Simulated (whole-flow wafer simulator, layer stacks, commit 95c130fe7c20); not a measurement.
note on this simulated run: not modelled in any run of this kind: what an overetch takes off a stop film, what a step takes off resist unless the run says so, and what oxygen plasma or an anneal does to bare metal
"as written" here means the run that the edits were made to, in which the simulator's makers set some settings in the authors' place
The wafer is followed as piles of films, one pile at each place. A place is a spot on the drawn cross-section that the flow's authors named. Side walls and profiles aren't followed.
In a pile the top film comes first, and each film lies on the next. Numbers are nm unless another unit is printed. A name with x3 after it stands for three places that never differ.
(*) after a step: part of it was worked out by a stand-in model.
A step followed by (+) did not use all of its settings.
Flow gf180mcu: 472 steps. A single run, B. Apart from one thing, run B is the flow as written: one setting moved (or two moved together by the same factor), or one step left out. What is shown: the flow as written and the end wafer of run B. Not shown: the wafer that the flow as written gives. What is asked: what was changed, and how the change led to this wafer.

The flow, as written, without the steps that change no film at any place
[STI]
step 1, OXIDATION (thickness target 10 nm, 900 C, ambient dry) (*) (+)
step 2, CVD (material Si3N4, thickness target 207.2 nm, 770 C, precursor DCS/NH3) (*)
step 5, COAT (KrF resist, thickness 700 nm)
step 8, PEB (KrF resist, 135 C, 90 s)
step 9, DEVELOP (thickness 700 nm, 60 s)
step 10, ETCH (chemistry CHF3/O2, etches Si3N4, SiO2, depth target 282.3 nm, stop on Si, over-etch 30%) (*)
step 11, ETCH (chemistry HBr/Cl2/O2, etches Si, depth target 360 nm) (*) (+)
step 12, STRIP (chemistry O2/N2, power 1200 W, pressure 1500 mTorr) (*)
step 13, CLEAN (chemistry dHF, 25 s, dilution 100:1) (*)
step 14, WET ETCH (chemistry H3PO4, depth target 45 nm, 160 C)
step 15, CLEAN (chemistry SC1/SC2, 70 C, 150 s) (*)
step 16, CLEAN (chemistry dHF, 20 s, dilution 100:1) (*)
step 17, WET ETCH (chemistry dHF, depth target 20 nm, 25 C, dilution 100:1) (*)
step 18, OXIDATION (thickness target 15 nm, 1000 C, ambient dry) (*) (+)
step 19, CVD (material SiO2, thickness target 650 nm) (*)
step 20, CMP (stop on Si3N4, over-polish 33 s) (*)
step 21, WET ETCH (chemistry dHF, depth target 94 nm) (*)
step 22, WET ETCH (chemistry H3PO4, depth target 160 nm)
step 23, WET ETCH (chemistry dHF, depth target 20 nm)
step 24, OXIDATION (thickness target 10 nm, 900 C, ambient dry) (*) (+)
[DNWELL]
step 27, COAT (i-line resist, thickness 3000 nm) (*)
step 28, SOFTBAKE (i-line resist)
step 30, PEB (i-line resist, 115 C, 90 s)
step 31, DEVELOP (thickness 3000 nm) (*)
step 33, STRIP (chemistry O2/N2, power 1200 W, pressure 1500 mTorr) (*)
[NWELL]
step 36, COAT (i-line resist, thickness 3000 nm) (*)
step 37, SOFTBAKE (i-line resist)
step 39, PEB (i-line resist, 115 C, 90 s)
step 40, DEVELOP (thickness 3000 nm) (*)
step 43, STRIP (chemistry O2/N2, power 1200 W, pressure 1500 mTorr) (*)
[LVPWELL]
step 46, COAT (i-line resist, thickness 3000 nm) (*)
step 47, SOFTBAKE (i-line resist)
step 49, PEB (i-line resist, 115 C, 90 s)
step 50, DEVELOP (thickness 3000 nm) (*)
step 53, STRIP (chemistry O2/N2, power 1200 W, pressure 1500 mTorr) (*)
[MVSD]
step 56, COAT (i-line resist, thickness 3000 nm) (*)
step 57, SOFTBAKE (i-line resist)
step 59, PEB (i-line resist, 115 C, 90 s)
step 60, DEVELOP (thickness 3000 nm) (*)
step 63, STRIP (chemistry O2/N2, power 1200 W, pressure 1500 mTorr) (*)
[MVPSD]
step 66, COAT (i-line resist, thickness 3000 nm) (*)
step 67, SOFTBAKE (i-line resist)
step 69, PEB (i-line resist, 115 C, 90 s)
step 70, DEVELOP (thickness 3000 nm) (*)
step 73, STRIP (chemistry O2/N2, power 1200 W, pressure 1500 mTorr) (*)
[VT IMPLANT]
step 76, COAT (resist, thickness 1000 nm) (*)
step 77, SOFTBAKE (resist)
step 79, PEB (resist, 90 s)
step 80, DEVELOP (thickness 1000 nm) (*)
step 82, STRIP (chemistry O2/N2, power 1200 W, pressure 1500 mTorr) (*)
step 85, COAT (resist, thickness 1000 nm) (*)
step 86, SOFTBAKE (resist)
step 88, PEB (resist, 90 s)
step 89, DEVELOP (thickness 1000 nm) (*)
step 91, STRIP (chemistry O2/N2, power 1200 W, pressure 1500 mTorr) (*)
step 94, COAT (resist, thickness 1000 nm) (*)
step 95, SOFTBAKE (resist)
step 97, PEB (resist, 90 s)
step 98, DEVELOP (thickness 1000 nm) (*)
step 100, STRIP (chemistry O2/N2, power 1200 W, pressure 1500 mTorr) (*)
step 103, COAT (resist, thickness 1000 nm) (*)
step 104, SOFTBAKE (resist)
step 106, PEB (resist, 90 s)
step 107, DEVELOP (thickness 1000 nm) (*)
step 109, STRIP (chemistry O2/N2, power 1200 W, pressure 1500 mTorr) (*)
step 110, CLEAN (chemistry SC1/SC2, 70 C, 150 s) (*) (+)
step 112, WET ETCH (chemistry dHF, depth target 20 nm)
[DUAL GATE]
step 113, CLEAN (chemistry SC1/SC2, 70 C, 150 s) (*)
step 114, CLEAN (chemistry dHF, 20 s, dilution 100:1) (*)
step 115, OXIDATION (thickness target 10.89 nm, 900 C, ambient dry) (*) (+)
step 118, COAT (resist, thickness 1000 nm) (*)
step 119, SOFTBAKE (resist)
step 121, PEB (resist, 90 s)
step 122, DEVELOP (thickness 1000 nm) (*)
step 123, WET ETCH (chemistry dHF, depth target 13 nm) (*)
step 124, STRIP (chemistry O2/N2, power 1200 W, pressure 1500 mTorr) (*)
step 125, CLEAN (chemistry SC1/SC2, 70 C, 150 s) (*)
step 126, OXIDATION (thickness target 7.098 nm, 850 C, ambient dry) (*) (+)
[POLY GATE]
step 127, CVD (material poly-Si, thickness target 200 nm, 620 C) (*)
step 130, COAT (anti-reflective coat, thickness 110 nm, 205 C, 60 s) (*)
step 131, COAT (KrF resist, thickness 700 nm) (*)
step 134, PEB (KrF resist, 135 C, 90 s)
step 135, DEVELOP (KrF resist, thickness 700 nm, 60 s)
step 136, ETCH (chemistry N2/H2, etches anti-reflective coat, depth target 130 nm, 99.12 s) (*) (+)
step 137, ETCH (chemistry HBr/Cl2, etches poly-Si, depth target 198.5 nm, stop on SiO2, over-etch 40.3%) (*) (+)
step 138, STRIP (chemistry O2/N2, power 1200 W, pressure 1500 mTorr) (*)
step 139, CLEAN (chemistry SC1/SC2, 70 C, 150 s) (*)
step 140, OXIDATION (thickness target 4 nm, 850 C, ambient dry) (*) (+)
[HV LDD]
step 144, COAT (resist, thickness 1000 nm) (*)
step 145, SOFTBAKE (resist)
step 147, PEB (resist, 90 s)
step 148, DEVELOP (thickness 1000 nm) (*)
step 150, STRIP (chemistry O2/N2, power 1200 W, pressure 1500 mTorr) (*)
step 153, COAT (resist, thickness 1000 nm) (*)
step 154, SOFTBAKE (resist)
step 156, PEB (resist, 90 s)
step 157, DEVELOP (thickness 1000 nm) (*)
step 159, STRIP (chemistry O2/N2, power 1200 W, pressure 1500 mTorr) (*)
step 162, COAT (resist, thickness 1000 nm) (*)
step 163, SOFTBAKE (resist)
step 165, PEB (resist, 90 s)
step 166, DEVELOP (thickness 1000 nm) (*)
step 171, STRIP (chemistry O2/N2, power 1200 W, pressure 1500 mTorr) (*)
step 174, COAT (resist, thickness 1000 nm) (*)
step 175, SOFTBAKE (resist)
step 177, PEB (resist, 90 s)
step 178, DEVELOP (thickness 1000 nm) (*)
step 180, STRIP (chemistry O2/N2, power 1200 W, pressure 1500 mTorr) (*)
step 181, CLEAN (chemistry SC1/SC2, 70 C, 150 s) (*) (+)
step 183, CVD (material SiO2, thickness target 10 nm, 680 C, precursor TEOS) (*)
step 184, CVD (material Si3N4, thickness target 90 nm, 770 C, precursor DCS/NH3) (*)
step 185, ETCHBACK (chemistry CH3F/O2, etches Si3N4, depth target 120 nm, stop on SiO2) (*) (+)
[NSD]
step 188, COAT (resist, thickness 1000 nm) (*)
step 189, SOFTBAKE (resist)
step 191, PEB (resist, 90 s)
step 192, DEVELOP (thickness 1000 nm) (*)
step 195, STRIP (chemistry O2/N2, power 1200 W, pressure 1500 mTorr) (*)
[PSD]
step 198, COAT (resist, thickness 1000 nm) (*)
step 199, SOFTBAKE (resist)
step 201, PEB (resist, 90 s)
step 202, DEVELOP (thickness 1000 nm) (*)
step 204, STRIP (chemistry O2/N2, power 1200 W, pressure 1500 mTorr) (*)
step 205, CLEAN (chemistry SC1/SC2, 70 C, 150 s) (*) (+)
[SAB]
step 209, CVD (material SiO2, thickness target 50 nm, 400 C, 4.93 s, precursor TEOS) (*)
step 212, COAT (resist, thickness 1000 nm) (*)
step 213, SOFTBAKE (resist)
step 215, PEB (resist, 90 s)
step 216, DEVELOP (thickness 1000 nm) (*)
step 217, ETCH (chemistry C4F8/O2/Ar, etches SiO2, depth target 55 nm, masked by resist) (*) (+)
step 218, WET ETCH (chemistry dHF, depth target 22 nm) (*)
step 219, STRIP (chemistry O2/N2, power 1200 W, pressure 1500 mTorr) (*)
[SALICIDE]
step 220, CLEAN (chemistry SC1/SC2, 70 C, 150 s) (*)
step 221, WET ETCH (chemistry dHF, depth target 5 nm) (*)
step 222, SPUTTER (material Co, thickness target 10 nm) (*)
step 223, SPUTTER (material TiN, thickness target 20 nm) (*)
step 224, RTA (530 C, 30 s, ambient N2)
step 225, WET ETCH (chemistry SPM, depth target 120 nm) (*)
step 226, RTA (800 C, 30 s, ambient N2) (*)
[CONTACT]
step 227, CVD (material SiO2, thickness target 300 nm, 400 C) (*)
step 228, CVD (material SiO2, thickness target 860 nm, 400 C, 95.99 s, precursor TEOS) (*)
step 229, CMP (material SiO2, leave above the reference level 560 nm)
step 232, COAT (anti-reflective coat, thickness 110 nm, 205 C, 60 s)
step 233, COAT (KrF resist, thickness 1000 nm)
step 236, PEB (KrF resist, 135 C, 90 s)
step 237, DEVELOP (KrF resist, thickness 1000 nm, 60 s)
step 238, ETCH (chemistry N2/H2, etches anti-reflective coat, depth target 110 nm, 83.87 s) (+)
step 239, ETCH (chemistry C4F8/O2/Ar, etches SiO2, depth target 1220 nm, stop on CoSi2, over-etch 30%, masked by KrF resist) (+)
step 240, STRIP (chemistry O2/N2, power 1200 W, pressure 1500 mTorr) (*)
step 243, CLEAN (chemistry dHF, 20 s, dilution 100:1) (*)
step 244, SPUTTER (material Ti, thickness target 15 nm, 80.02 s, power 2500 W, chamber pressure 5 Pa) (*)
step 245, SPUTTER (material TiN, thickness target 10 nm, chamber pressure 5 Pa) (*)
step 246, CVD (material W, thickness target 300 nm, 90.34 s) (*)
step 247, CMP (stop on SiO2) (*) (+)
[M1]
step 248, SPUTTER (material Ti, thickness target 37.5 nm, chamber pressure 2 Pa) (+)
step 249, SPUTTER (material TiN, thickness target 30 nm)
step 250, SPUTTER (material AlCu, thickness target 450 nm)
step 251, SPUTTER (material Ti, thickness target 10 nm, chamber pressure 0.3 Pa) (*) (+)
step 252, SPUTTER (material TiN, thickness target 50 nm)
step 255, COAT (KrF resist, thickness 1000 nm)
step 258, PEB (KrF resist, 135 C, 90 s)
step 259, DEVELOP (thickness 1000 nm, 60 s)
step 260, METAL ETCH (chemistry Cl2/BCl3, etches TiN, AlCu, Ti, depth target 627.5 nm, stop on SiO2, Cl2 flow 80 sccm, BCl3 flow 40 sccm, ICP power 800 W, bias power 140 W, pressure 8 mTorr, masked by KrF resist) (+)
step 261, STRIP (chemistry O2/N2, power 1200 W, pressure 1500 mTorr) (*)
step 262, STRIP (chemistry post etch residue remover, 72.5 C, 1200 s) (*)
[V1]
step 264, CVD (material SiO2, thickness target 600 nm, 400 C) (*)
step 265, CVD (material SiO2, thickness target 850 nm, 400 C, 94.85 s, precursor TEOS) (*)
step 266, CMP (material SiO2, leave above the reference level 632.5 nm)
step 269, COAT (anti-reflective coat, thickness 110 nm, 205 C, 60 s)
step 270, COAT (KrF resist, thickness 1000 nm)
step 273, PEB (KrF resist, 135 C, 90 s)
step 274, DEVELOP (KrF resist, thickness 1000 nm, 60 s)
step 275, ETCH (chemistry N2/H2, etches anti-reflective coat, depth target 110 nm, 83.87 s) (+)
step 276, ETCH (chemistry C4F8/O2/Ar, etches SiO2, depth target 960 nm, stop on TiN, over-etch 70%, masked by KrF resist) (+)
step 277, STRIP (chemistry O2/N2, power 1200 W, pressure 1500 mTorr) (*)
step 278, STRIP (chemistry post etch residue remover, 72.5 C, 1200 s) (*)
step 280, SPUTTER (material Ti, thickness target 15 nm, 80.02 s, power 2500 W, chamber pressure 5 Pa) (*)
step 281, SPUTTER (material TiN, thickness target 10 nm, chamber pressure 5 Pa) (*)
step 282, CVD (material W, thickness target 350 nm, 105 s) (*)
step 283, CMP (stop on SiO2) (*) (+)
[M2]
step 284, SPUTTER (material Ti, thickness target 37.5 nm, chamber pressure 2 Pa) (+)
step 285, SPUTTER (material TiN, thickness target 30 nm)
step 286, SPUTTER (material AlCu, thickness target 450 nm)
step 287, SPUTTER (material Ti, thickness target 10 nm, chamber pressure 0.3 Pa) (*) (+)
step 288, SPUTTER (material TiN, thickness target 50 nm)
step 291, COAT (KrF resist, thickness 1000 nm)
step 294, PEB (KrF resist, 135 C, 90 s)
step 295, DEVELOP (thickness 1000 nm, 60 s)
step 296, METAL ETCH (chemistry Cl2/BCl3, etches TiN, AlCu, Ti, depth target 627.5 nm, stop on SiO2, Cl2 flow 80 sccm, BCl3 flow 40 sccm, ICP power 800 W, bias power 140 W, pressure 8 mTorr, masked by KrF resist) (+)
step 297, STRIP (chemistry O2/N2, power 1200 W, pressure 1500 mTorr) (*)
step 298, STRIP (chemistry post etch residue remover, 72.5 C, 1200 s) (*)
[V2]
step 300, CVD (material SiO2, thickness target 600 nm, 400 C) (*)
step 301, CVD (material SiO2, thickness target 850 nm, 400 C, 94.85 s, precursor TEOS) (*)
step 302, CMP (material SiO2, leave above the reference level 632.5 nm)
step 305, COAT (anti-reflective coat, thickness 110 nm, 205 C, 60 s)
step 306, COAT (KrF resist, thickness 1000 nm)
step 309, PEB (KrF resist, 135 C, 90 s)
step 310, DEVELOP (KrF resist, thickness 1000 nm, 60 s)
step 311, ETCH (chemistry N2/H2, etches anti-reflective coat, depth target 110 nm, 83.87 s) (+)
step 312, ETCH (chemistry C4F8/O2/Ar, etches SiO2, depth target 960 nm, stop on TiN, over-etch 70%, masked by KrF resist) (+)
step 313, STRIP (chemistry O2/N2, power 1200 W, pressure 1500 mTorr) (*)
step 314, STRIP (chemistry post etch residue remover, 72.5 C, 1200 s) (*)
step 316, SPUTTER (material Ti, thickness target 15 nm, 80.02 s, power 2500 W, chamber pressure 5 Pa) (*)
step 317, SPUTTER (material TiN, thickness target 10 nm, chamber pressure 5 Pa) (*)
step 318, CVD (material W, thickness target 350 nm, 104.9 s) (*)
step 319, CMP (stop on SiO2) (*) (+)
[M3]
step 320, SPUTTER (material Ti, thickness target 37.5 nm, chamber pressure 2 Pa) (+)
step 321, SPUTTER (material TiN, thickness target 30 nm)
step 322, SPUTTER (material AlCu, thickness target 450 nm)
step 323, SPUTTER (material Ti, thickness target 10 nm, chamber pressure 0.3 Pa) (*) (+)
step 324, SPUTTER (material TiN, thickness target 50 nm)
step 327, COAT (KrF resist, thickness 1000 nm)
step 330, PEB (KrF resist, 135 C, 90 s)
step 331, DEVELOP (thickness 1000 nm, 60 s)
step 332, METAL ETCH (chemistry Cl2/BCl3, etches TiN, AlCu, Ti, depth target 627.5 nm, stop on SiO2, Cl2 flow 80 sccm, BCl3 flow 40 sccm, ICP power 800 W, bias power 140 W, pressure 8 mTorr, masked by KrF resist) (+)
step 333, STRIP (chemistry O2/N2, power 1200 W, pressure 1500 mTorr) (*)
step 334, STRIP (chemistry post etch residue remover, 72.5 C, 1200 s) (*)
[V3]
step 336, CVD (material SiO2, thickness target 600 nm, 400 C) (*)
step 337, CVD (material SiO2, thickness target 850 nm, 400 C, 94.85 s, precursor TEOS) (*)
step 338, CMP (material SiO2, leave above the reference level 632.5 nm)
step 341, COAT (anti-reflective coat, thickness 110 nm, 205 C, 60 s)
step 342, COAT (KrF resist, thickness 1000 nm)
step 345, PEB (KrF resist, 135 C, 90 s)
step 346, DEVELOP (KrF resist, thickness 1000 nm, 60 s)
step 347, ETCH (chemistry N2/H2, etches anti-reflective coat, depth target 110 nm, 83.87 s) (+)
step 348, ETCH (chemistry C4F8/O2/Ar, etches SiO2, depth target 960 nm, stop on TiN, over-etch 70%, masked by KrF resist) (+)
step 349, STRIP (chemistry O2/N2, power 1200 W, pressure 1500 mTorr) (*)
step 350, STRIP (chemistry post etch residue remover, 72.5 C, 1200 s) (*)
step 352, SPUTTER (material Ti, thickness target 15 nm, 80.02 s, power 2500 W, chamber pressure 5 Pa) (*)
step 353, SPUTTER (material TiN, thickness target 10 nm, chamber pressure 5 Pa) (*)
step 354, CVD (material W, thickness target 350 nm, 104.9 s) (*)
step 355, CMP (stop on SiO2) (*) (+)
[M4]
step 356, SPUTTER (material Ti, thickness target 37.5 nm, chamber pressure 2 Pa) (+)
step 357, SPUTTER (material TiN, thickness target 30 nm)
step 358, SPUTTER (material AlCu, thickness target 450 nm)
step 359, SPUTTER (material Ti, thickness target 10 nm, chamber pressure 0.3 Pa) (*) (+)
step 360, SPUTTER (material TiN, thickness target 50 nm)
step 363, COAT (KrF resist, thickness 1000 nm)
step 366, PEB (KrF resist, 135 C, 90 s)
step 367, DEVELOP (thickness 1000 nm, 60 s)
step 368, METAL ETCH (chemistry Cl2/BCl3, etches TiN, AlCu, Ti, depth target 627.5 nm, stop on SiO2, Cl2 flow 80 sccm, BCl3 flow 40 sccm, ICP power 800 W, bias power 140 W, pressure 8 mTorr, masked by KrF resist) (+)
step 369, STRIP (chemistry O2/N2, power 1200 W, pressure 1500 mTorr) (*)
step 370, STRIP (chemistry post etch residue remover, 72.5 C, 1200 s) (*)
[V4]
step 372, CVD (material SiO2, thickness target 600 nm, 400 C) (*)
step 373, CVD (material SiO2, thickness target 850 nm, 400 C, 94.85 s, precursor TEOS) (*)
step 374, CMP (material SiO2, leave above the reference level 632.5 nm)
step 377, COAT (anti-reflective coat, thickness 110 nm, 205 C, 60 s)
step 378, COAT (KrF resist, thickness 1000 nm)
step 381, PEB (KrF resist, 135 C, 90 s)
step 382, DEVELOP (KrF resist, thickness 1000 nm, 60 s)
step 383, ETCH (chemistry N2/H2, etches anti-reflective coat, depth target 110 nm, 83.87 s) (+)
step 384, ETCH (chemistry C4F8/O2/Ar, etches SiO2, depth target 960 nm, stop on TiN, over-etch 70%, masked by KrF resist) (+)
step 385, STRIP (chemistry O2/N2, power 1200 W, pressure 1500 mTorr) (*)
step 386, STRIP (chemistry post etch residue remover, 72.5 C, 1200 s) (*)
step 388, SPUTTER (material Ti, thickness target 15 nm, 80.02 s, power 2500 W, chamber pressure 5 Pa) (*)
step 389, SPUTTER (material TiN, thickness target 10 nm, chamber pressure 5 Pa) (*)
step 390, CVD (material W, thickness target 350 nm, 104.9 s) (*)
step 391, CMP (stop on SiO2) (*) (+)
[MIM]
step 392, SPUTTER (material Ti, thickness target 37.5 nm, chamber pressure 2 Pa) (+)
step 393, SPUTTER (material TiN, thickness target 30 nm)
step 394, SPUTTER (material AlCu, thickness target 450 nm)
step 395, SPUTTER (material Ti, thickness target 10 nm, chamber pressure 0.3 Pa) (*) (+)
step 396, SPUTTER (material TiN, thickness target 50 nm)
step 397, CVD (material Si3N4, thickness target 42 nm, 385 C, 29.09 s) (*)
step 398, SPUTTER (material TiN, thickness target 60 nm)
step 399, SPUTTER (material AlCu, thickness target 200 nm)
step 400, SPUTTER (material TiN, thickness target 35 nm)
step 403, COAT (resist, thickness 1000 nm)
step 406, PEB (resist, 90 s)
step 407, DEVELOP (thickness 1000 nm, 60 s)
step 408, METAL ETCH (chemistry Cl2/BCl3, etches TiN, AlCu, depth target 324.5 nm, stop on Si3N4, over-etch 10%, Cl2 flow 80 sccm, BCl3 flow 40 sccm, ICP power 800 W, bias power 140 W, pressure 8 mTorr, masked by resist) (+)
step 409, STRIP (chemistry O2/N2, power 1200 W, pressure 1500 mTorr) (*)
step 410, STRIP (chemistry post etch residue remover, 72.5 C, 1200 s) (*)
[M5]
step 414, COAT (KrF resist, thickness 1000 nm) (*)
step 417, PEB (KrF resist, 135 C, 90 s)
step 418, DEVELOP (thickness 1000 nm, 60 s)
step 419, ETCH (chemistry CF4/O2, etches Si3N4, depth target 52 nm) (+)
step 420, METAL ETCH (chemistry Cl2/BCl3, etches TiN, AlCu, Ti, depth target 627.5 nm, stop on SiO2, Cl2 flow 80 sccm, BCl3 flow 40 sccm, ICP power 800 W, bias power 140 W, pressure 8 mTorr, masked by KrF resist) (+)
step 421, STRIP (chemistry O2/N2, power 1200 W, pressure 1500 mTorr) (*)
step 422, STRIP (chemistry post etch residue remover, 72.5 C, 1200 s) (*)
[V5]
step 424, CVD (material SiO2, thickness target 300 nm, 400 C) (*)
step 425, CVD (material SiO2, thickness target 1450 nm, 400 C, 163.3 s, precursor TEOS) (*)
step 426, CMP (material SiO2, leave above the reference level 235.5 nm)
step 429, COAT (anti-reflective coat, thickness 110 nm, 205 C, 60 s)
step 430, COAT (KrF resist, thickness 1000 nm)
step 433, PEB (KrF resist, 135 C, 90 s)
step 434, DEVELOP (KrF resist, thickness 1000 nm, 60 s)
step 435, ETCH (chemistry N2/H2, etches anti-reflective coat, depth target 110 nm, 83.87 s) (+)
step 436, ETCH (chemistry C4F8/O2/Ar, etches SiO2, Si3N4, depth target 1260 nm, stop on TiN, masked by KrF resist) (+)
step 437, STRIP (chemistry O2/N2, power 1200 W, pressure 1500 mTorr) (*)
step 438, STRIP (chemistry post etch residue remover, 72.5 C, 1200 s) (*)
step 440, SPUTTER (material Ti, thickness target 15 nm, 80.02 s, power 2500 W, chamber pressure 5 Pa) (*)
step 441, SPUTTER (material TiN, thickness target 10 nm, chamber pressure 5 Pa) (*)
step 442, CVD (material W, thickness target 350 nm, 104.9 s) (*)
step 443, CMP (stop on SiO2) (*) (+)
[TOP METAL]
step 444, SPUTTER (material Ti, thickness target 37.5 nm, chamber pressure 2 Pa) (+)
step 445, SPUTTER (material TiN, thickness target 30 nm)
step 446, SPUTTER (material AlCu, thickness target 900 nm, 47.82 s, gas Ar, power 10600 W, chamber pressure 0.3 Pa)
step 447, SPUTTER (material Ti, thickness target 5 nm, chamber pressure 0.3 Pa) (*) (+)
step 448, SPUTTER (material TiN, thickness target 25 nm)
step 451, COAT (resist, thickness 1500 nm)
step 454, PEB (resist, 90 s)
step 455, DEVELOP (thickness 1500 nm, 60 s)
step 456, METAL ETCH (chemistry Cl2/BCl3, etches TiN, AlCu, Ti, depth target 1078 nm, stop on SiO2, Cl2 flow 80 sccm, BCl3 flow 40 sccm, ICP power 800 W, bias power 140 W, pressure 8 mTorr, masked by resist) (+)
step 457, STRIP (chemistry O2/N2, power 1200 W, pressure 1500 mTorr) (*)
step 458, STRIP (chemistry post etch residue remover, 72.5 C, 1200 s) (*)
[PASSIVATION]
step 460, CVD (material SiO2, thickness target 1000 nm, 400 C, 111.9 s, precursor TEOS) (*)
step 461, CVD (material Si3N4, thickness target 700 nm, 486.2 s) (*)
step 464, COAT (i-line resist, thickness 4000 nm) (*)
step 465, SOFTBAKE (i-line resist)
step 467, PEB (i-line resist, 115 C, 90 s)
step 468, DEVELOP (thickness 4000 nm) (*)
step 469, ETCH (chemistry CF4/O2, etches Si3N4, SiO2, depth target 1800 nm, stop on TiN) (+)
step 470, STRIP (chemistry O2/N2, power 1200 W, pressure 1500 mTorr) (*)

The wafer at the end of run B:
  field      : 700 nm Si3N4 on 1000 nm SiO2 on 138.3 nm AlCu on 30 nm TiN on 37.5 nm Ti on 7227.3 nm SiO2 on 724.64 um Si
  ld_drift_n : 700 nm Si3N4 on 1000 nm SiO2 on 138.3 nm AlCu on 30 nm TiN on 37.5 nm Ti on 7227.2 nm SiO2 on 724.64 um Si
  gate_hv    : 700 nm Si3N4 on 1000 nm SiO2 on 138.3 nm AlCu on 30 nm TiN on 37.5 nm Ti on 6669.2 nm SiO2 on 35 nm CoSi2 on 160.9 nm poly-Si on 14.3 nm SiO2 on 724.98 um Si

Cause: step 456, METAL ETCH: depth target 786 nm was run, while the flow as written has depth target 1078 nm.

How this came from the change, step by step:
  step 456, METAL ETCH (chemistry Cl2/BCl3, etches TiN, AlCu, Ti, depth target 1078 nm, stop on SiO2, Cl2 flow 80 sccm, BCl3 flow 40 sccm, ICP power 800 W, bias power 140 W, pressure 8 mTorr, masked by resist) (+)
      field, field__w1, field__w2 and 103 more: -25 TiN (all of it), -5 Ti (all of it), -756 AlCu (as written it would have been: -25 TiN (all of it), -5 Ti (all of it), -900 AlCu (all of it), -30 TiN (all of it), -37.5 Ti (all of it))
      field__w8, contact, m1, m1__w1, pad, m1_nw: -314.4 resist (as written it would have been: -431 resist)
  step 457, STRIP (chemistry O2/N2, power 1200 W, pressure 1500 mTorr) (*)
      field__w8, contact, m1, m1__w1, pad, m1_nw: -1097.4 resist (all of it) (as written it would have been: -980.8 resist (all of it))
  step 458, STRIP (chemistry post etch residue remover, 72.5 C, 1200 s) (*)
      field, field__w1, field__w2 and 103 more: -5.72 AlCu (as written it would have been: nothing)
  step 460, CVD (material SiO2, thickness target 1000 nm, 400 C, 111.9 s, precursor TEOS) (*)
      field, field__w1, field__w2 and 103 more: +1000 SiO2 (new film) (as written it would have been: +1000 SiO2)
  step 464, COAT (i-line resist, thickness 4000 nm) (*)
      field__w8: +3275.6 i-line resist (new film) (as written it would have been: +3093.1 i-line resist (new film))
      contact: +3317.1 i-line resist (new film) (as written it would have been: +3153.6 i-line resist (new film))
      (and at 4 other places as well)
  step 465, SOFTBAKE (i-line resist)
      field__w5, field__w9: +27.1 i-line resist (as written it would have been: +37.3 i-line resist)
      field__w11, field__w13: +27.2 i-line resist (as written it would have been: +37.9 i-line resist)
      (and at 65 other places as well)
  step 467, PEB (i-line resist, 115 C, 90 s)
      field__w8, m1__w1: -38 i-line resist (as written it would have been: -34.7 i-line resist)
      contact, m1: -38.2 i-line resist (as written it would have been: -35.1 i-line resist)
      (and at 2 other places as well)
  step 468, DEVELOP (thickness 4000 nm) (*)
      pad: -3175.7 i-line resist (all of it) (as written it would have been: -2974.8 i-line resist (all of it))
  step 470, STRIP (chemistry O2/N2, power 1200 W, pressure 1500 mTorr) (*)
      field__w8, m1__w1: -1986.1 i-line resist (all of it) (as written it would have been: -1787.7 i-line resist (all of it))
      contact: -2002.5 i-line resist (all of it) (as written it would have been: -1811.2 i-line resist (all of it))
      (and at 2 other places as well)
If metal films that touch count as one body, field has 1 body; the flow as written gives 0 bodies.
If metal films that touch count as one body, ld_drift_n has 1 body; the flow as written gives 0 bodies.
If metal films that touch count as one body, gate_hv has 2 bodies (between them, from the top down: SiO2 6669.2); the flow as written gives 1 body.
